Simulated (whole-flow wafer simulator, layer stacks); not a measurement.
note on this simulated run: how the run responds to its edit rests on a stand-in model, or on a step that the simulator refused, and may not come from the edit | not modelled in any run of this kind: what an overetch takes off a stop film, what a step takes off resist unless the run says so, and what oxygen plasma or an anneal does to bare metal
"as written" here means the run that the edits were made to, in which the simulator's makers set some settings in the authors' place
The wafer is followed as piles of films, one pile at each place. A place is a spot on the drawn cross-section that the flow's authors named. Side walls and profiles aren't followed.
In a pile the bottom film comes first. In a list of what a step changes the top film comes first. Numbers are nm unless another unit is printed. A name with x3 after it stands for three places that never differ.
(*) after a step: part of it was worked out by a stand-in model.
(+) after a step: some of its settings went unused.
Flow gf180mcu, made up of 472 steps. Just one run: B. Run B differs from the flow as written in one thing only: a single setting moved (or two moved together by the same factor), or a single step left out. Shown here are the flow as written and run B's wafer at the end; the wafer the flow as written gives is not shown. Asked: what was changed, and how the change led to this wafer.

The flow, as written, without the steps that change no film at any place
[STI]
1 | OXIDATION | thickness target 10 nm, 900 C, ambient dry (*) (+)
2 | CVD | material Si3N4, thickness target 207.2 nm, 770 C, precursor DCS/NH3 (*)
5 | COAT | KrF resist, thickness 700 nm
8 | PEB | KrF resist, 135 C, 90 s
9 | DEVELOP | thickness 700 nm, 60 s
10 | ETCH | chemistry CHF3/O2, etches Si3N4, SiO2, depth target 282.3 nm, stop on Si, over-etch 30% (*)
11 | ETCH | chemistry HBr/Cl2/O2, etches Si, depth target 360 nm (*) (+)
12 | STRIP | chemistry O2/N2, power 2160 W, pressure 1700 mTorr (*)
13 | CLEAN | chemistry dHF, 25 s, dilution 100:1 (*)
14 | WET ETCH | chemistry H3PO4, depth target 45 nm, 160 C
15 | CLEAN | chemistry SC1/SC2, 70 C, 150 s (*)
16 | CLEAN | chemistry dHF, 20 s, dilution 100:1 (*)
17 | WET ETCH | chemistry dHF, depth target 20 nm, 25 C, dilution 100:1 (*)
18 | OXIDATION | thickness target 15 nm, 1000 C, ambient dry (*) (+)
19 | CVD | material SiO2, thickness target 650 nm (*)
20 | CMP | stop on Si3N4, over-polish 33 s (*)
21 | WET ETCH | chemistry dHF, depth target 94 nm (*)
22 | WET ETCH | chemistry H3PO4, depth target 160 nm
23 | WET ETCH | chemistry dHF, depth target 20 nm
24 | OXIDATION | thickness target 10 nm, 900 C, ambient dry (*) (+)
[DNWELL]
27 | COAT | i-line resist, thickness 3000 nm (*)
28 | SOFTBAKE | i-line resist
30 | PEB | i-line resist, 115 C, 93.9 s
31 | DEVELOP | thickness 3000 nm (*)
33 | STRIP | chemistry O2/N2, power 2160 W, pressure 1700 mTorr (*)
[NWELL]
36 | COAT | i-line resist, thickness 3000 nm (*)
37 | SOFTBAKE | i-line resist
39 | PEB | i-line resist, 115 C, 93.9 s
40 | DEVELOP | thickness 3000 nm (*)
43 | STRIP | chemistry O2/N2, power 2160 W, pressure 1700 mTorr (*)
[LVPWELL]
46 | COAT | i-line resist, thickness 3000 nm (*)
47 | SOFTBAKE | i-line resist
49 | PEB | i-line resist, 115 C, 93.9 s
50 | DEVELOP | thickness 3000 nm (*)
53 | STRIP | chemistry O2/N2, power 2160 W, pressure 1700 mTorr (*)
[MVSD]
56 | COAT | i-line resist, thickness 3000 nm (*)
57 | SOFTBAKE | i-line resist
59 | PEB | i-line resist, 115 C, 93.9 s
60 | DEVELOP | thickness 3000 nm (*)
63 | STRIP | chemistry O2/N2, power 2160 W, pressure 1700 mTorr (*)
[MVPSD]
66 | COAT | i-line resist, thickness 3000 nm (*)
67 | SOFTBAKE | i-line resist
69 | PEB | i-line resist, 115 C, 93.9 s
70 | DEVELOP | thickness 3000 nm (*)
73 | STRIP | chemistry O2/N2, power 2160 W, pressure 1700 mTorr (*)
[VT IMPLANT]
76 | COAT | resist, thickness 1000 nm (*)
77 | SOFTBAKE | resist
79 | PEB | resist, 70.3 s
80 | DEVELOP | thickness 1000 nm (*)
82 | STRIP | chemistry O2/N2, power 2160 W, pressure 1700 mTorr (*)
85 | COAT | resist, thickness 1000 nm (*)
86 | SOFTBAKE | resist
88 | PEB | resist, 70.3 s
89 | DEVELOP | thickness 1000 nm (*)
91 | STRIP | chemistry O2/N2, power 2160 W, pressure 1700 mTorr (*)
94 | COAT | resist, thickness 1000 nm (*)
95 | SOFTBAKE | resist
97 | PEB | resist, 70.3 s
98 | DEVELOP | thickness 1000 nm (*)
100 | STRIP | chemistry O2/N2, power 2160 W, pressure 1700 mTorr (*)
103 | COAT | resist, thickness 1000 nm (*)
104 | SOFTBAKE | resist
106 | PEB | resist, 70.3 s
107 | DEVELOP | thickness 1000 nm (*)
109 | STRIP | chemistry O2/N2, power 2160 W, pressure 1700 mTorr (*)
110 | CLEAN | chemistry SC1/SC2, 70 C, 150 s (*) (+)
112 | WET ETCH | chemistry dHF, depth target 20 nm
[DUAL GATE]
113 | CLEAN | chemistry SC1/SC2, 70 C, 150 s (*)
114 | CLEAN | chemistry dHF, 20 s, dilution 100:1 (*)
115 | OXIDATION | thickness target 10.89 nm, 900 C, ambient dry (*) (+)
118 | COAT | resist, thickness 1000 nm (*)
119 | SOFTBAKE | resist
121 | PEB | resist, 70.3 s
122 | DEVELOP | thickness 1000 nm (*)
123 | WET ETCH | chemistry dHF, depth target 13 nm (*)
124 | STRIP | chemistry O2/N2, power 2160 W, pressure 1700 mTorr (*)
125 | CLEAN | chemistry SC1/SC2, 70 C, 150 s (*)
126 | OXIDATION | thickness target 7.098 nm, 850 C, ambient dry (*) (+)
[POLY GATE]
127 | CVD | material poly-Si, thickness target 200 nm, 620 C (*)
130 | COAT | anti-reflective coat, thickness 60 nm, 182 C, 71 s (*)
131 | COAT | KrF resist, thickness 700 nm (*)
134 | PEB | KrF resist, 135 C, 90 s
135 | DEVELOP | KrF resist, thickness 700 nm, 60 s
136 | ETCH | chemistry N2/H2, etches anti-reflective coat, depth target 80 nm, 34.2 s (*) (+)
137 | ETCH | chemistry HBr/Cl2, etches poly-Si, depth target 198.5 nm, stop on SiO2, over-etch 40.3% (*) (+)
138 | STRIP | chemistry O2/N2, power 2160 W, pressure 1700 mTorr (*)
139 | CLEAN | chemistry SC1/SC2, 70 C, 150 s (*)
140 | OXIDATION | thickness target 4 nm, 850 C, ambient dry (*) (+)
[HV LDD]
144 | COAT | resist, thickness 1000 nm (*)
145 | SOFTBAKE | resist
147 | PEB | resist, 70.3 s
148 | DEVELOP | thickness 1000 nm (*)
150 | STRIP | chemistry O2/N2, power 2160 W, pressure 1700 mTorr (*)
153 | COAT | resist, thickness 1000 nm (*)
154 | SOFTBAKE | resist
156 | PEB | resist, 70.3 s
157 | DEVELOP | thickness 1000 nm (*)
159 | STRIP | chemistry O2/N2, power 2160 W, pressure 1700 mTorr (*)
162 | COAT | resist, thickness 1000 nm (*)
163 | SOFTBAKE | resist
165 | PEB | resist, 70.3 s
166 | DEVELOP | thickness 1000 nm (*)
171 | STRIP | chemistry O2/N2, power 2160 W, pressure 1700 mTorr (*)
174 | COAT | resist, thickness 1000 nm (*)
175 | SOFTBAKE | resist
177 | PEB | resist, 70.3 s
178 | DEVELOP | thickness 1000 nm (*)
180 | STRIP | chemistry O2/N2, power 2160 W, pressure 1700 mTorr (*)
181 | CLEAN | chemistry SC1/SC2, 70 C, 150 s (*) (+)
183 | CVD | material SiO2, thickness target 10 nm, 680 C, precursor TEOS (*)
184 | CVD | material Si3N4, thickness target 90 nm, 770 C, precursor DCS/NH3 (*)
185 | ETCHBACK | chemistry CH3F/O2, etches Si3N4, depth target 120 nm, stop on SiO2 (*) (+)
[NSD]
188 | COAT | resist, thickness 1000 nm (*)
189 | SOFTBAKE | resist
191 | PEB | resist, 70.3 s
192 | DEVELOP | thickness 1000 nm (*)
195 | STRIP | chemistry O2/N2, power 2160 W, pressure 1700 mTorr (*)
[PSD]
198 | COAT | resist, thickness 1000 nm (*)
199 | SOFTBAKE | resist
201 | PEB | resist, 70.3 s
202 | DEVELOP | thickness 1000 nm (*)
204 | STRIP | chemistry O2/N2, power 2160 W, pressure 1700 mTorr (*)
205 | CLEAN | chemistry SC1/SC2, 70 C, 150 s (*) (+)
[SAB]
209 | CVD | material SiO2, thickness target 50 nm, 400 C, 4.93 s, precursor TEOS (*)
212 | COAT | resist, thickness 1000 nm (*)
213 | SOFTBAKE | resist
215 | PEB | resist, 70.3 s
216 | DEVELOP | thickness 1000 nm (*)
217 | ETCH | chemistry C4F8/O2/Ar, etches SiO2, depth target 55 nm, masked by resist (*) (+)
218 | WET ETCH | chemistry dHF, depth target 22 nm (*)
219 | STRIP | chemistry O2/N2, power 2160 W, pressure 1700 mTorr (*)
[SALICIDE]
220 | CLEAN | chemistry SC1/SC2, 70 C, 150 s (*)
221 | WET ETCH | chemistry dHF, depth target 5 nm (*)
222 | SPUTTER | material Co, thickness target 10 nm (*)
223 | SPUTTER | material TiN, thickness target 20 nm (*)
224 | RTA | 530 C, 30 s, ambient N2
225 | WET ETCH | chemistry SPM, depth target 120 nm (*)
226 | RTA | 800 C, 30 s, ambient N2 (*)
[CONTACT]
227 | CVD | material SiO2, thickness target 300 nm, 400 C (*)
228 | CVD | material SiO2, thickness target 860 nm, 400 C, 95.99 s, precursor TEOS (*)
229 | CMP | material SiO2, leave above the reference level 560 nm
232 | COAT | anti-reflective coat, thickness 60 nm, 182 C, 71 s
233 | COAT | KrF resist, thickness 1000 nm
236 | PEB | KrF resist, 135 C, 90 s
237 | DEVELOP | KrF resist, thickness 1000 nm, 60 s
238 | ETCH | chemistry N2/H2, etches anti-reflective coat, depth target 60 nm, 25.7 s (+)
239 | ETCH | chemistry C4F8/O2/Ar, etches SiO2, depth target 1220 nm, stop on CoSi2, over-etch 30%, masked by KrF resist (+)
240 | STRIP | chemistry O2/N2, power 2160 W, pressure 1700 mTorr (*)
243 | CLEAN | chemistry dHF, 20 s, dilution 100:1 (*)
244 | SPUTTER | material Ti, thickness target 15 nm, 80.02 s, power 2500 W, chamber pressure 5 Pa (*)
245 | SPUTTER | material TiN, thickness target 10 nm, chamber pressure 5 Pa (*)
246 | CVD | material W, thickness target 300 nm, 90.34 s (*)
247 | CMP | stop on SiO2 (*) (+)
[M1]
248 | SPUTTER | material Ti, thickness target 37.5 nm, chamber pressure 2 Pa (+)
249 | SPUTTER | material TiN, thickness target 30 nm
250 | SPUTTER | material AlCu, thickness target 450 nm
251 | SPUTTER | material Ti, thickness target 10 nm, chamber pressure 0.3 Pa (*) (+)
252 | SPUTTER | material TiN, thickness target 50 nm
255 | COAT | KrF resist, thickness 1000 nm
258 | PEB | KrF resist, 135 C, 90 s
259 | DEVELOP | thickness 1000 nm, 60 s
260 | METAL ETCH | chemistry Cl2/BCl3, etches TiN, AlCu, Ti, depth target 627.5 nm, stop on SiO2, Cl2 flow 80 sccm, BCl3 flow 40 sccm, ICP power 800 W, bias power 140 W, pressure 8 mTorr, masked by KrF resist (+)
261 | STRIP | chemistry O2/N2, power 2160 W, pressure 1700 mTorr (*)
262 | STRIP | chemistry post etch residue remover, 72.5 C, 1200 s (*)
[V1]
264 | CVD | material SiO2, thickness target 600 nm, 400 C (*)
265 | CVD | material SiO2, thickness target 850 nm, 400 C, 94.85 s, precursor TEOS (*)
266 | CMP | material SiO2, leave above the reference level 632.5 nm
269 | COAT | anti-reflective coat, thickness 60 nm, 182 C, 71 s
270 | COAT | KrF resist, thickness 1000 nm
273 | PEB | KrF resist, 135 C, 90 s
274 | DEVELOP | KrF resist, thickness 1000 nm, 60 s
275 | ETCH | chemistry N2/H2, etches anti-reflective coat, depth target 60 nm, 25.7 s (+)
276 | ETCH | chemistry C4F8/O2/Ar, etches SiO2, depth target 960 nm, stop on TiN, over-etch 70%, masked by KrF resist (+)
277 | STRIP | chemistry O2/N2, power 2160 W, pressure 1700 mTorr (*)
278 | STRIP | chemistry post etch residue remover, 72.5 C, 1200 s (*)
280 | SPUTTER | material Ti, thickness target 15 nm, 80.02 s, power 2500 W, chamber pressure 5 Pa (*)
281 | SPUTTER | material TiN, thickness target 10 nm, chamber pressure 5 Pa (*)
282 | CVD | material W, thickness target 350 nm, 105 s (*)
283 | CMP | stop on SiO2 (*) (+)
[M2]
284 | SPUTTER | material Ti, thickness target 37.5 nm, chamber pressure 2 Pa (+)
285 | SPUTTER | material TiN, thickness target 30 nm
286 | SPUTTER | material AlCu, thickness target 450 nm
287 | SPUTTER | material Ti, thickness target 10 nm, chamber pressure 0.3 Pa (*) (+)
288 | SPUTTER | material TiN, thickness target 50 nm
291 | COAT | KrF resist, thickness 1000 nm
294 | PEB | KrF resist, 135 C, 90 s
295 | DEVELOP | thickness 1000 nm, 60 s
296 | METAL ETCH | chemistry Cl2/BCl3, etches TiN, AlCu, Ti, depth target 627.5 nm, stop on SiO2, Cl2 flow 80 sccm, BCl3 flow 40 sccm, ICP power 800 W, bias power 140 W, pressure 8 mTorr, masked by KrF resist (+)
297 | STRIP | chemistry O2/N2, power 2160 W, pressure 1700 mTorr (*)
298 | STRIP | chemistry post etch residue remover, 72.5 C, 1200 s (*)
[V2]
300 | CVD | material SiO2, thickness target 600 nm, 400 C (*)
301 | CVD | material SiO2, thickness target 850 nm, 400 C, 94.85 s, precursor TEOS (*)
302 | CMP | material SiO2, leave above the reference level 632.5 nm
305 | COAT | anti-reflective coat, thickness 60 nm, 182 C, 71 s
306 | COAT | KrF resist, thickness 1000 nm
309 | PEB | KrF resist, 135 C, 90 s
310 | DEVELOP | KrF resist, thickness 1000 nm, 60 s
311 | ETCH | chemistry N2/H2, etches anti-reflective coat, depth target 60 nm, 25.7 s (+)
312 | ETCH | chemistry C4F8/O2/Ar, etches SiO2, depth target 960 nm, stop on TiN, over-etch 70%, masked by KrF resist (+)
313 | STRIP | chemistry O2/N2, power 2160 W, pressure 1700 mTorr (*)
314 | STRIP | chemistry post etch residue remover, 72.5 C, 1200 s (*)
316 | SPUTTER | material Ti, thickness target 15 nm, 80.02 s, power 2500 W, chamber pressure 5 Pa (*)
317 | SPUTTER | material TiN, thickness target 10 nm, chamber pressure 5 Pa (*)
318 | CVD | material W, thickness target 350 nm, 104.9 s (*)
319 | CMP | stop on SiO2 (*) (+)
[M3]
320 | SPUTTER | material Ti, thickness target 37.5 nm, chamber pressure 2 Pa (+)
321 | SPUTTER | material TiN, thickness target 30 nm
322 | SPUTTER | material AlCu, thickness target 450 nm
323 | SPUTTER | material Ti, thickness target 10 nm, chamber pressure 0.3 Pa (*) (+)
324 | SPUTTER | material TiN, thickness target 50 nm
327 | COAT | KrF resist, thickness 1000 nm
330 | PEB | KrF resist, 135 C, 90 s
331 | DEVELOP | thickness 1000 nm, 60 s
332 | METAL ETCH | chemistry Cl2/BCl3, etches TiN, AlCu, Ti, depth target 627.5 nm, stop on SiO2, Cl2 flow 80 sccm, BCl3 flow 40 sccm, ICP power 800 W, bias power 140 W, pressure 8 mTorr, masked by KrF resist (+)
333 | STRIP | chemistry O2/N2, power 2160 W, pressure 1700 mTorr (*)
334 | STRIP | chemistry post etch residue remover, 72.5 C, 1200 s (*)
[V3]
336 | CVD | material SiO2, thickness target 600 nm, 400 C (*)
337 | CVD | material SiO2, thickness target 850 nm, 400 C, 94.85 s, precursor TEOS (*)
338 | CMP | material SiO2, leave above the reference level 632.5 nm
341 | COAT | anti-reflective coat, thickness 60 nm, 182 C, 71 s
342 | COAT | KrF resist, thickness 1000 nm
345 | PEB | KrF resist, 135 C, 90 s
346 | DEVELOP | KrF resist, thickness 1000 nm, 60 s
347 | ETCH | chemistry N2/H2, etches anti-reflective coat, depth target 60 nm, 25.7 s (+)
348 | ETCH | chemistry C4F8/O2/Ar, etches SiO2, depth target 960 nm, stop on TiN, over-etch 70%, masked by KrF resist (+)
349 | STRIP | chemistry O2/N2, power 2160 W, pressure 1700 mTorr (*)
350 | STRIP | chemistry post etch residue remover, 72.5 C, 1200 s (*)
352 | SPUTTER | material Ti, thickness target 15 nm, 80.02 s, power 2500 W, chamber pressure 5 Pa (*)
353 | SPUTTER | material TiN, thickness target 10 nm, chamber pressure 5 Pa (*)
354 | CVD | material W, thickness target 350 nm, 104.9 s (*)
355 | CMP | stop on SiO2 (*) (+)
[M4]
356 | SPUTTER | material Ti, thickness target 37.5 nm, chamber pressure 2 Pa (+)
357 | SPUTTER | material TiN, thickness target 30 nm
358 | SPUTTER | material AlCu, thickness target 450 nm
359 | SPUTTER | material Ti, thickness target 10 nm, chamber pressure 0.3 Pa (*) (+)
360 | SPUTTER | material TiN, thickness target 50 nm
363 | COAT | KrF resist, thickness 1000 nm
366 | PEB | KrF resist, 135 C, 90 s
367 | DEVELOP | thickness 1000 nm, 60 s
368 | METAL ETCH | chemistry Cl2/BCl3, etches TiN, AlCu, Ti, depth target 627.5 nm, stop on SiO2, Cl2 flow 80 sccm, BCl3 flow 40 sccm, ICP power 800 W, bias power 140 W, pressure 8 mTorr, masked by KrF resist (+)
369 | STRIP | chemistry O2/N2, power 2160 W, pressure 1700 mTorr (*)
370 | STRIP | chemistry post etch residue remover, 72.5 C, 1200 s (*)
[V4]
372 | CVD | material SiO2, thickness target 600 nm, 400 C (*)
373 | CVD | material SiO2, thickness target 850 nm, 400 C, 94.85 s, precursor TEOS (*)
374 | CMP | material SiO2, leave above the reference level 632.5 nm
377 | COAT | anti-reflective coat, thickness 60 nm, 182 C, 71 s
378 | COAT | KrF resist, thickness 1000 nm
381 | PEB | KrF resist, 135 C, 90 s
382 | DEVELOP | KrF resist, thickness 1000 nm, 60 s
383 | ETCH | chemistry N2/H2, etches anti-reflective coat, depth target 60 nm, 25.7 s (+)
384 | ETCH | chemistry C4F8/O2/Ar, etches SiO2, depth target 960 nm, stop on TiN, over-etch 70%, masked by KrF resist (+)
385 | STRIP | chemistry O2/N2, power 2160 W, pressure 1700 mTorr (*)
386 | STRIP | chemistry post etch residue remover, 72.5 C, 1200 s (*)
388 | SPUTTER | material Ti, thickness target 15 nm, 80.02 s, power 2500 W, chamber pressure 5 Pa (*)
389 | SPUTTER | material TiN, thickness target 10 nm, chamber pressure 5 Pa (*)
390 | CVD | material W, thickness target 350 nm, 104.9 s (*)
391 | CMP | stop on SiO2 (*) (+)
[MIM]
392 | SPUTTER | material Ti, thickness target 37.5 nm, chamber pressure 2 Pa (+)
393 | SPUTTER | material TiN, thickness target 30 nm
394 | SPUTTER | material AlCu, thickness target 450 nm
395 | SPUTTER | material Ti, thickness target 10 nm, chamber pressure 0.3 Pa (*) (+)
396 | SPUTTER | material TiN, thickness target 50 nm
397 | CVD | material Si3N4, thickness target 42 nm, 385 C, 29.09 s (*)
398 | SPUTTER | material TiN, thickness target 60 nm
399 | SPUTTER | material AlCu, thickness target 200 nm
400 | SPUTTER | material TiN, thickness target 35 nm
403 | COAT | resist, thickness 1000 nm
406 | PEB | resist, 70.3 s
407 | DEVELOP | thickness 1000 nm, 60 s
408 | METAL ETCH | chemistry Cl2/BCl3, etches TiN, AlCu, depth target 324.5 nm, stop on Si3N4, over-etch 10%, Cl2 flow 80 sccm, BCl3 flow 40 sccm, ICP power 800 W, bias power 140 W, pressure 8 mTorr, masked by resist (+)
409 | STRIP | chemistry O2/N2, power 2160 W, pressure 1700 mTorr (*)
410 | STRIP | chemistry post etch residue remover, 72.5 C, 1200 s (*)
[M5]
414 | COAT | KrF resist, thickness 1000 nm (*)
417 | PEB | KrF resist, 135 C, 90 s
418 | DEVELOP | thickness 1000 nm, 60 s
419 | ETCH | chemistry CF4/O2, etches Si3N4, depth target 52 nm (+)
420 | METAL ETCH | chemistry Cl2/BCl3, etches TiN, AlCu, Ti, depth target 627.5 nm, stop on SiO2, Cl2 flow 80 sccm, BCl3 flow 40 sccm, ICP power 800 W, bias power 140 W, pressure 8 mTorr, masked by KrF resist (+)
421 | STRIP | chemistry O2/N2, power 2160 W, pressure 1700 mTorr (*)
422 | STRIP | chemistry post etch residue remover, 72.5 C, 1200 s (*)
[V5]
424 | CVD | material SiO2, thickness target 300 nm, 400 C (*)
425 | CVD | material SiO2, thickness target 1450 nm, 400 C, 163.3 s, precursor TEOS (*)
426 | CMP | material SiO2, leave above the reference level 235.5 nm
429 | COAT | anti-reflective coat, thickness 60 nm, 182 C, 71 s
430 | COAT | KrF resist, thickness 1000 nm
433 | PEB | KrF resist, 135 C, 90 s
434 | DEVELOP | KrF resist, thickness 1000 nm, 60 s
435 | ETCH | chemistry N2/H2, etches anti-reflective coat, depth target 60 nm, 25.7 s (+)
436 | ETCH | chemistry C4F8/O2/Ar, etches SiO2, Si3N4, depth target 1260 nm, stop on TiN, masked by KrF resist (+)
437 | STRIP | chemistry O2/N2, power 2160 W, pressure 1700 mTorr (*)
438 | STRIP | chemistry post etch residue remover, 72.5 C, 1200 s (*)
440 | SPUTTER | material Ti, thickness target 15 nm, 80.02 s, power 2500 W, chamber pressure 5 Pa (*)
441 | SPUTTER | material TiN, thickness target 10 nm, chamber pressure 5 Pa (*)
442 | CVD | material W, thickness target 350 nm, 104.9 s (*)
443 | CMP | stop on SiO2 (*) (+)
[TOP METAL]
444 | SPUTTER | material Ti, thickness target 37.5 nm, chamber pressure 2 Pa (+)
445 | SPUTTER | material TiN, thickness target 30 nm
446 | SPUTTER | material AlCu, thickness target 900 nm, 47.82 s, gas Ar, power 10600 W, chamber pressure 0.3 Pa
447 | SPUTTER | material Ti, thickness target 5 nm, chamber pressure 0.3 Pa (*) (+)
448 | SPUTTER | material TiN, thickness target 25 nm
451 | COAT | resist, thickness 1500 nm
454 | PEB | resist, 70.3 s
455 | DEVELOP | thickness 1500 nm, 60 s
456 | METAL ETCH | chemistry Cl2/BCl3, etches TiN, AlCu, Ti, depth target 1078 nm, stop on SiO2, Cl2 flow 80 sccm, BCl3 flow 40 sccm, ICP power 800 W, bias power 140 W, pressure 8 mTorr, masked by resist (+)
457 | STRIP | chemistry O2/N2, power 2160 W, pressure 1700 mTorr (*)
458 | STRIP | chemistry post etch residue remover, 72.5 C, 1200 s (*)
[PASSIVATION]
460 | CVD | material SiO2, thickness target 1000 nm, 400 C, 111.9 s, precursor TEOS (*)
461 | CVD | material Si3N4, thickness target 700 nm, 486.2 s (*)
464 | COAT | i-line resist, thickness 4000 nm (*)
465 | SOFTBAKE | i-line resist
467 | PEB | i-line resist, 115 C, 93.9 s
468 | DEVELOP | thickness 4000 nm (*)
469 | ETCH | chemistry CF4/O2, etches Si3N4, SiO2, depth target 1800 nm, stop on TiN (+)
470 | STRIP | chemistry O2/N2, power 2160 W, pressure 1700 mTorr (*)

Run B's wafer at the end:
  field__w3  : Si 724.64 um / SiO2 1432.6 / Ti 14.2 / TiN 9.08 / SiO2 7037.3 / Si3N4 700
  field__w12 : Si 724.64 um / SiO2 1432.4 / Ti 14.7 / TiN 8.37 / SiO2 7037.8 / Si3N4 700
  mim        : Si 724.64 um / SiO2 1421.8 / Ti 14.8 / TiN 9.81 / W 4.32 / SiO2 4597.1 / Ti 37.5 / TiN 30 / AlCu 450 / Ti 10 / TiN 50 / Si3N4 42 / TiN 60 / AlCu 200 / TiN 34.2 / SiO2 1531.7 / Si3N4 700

Cause: step 229, CMP: leave above the reference level 826 nm was run, while the flow as written has leave above the reference level 560 nm.

How this came from the change, step by step:
  229 | CMP | material SiO2, leave above the reference level 560 nm
      field_sub, field_sub__w2: nothing (it would be, as written: -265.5 SiO2)
      field__w2: nothing (it would be, as written: -250 SiO2)
      (also at 108 further places)
  232 | COAT | anti-reflective coat, thickness 60 nm, 182 C, 71 s
      field__w2: +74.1 anti-reflective coat (new film) (it would be, as written: +60 anti-reflective coat (new film))
      field__w3: +91.4 anti-reflective coat (new film) (it would be, as written: +60 anti-reflective coat (new film))
      (also at 10 further places)
  239 | ETCH | chemistry C4F8/O2/Ar, etches SiO2, depth target 1220 nm, stop on CoSi2, over-etch 30%, masked by KrF resist (+)
      field, field__w1, field__w2 and 105 more: -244 KrF resist (it would be, as written: -223.5 KrF resist)
      polyc_n, polyc_p: -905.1 SiO2 (all of it) (it would be, as written: -639.1 SiO2 (all of it))
      (also at 1 further place)
  240 | STRIP | chemistry O2/N2, power 2160 W, pressure 1700 mTorr (*)
      field__w8, gate_hv, m1__w1 and 38 more: -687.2 KrF resist (all of it), -60 anti-reflective coat (all of it) (it would be, as written: -707.7 KrF resist (all of it), -60 anti-reflective coat (all of it))
      field_sub__w3, field_sub__w4, ld_sd_p, ld_gate_p, ld_acc_p, ld_drn_p, ld_body_p_dnw, nw_sep_fld: -687 KrF resist (all of it), -59.9 anti-reflective coat (all of it) (it would be, as written: -707.7 KrF resist (all of it), -60 anti-reflective coat (all of it))
      (also at 59 further places)
  244 | SPUTTER | material Ti, thickness target 15 nm, 80.02 s, power 2500 W, chamber pressure 5 Pa (*)
      field__w2: +14.3 Ti (new film) (it would be, as written: +15 Ti (new film))
      field__w3: +14.2 Ti (new film) (it would be, as written: +15 Ti (new film))
      (also at 1 further place)
  245 | SPUTTER | material TiN, thickness target 10 nm, chamber pressure 5 Pa (*)
      field__w3: +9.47 TiN (new film) (it would be, as written: +10 TiN (new film))
      contact: +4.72 TiN (new film) (it would be, as written: +5.48 TiN (new film))
  246 | CVD | material W, thickness target 300 nm, 90.34 s (*)
      polyc_n, polyc_p: +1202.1 W (new film) (it would be, as written: +936.1 W (new film))
      contact: +1435.5 W (new film) (it would be, as written: +1167.5 W (new film))
  247 | CMP | stop on SiO2 (*) (+)
      field__w2: -300 W (all of it), -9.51 TiN (all of it), -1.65 Ti (it would be, as written: -300 W (all of it), -10 TiN (all of it), -15 Ti (all of it), -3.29 SiO2)
      field__w3: -293.7 W (it would be, as written: -300 W (all of it), -10 TiN (all of it), -15 Ti (all of it), -3.29 SiO2)
      (also at 4 further places)
  248 | SPUTTER | material Ti, thickness target 37.5 nm, chamber pressure 2 Pa (+)
      field__w2, ld_sd_n: +37.5 Ti (it would be, as written: +37.5 Ti (new film))
  260 | METAL ETCH | chemistry Cl2/BCl3, etches TiN, AlCu, Ti, depth target 627.5 nm, stop on SiO2, Cl2 flow 80 sccm, BCl3 flow 40 sccm, ICP power 800 W, bias power 140 W, pressure 8 mTorr, masked by KrF resist (+)
      field__w3, mim: -50 TiN (all of it), -10 Ti (all of it), -450 AlCu (all of it), -30 TiN (all of it), -37.5 Ti (all of it), -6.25 W (it would be, as written: -50 TiN (all of it), -10 Ti (all of it), -450 AlCu (all of it), -30 TiN (all of it), -37.5 Ti (all of it))
      field__w12: -50 TiN (all of it), -10 Ti (all of it), -450 AlCu (all of it), -30 TiN (all of it), -37.5 Ti (all of it), -6.13 W (all of it), -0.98 TiN (it would be, as written: -50 TiN (all of it), -10 Ti (all of it), -450 AlCu (all of it), -30 TiN (all of it), -37.5 Ti (all of it))
      (also at 2 further places)
  262 | STRIP | chemistry post etch residue remover, 72.5 C, 1200 s (*)
      mim: -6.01 W (it would be, as written: nothing)
  264 | CVD | material SiO2, thickness target 600 nm, 400 C (*)
      field__w3, field__w12, mim: +600 SiO2 (new film) (it would be, as written: +600 SiO2)
  266 | CMP | material SiO2, leave above the reference level 632.5 nm
      field__w2: -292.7 SiO2 (it would be, as written: -300 SiO2)
      field__w3: -292.9 SiO2 (it would be, as written: -300 SiO2)
      (also at 2 further places)
Taking metal films that touch as one body, field__w3 has 1 body; the flow as written gives 0 bodies.
Taking metal films that touch as one body, field__w12 has 1 body; the flow as written gives 0 bodies.
Taking metal films that touch as one body, mim has 3 bodies (between them, from the top down: Si3N4 42; SiO2 4597.1); the flow as written gives 2 bodies (between them, from the top down: Si3N4 42).
